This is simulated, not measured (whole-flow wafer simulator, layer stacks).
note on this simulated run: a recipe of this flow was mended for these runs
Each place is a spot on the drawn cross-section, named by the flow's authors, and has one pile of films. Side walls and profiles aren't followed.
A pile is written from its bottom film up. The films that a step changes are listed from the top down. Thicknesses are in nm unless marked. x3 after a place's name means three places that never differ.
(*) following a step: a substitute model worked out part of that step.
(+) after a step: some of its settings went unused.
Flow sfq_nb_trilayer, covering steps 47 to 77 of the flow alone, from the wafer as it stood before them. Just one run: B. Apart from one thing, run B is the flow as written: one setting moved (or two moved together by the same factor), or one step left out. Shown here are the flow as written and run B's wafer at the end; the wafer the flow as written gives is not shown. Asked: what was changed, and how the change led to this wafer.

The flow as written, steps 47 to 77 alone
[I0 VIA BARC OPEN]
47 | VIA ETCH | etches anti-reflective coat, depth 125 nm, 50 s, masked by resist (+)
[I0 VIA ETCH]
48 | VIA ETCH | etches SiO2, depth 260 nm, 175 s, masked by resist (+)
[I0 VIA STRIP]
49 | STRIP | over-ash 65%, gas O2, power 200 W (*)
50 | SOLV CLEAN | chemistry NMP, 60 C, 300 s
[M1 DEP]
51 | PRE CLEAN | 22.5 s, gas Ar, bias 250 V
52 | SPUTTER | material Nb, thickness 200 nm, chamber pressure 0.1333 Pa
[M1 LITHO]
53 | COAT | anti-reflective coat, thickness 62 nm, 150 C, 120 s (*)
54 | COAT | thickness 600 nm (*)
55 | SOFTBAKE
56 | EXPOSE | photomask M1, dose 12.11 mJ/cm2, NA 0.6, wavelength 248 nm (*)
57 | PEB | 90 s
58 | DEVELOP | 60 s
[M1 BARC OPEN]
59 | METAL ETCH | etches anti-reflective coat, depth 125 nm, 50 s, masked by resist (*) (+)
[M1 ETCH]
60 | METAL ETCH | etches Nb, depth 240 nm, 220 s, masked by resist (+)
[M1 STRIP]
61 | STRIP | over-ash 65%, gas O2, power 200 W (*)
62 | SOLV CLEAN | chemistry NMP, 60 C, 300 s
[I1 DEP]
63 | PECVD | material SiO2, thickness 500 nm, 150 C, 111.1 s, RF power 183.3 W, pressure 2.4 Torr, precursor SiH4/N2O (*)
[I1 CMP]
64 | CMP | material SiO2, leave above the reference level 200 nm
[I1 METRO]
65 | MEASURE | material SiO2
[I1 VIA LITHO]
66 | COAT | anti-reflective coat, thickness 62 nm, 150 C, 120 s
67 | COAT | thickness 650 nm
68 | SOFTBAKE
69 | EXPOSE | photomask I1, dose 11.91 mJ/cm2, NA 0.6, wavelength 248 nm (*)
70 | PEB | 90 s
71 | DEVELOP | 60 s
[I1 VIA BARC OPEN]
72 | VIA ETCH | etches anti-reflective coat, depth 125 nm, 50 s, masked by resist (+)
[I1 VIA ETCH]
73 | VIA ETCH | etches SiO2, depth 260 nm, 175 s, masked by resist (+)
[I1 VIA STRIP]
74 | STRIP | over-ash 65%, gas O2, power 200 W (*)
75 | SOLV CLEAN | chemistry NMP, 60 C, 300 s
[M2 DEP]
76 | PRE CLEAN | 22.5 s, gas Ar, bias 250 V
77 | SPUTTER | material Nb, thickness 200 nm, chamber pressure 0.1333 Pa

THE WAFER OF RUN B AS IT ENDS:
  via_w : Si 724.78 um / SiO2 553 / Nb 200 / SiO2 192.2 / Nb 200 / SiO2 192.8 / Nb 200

The reason: step 48, VIA ETCH: etches SiO2, depth 260 nm, 175 s, masked by resist (+), was not run.

Step by step, how the change led to this:
  49 | STRIP | over-ash 65%, gas O2, power 200 W (*)
      field_l, v_sur, via_wl and 102 more: KrF-resist-other-grade loses 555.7 (all of it), anti-reflective coat loses 62 (all of it) (as written it would have been: KrF-resist-other-grade loses 510.8 (all of it), anti-reflective coat loses 62 (all of it))
  51 | PRE CLEAN | 22.5 s, gas Ar, bias 250 V
      via_w: SiO2 loses 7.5 (as written it would have been: Nb loses 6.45)
  52 | SPUTTER | material Nb, thickness 200 nm, chamber pressure 0.1333 Pa
      via_w: Nb gains 200 (new film) (as written it would have been: Nb gains 172.8)
  53 | COAT | anti-reflective coat, thickness 62 nm, 150 C, 120 s (*)
      field_l: anti-reflective coat gains 62 (new film) (as written it would have been: anti-reflective coat gains 67.7 (new film))
      v_sur: anti-reflective coat gains 61.9 (new film) (as written it would have been: anti-reflective coat gains 45.6 (new film))
      (also at 6 further places)
  54 | COAT | thickness 600 nm (*)
      field_l: KrF-resist-other-grade gains 600 (new film) (as written it would have been: KrF-resist-other-grade gains 587.1 (new film))
      via_wl: KrF-resist-other-grade gains 600 (new film) (as written it would have been: KrF-resist-other-grade gains 617.7 (new film))
      (also at 2 further places)
  58 | DEVELOP | 60 s
      field_l: KrF-resist-other-grade loses 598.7 (all of it) (as written it would have been: KrF-resist-other-grade loses 585.9 (all of it))
  59 | METAL ETCH | etches anti-reflective coat, depth 125 nm, 50 s, masked by resist (*) (+)
      field_l: anti-reflective coat loses 62 (all of it) (as written it would have been: anti-reflective coat loses 67.7 (all of it))
  61 | STRIP | over-ash 65%, gas O2, power 200 W (*)
      v_sur: KrF-resist-other-grade loses 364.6 (all of it), anti-reflective coat loses 61.9 (all of it) (as written it would have been: KrF-resist-other-grade loses 361.9 (all of it), anti-reflective coat loses 45.6 (all of it))
      via_wl: KrF-resist-other-grade loses 364.6 (all of it), anti-reflective coat loses 61.9 (all of it) (as written it would have been: KrF-resist-other-grade loses 382.3 (all of it), anti-reflective coat loses 16.2 (all of it))
      (also at 5 further places)
  63 | PECVD | material SiO2, thickness 500 nm, 150 C, 111.1 s, RF power 183.3 W, pressure 2.4 Torr, precursor SiH4/N2O (*)
      via_w: SiO2 gains 500 (new film) (as written it would have been: SiO2 gains 612.8 (new film))
  64 | CMP | material SiO2, leave above the reference level 200 nm
      via_w: SiO2 loses 299.7 (as written it would have been: SiO2 loses 181.6)
With metal films that touch counted as one body, via_w has 3 bodies (between them, from the top down: SiO2 192.8; SiO2 192.2); the flow as written gives 2 bodies (between them, from the top down: SiO2 423.7).
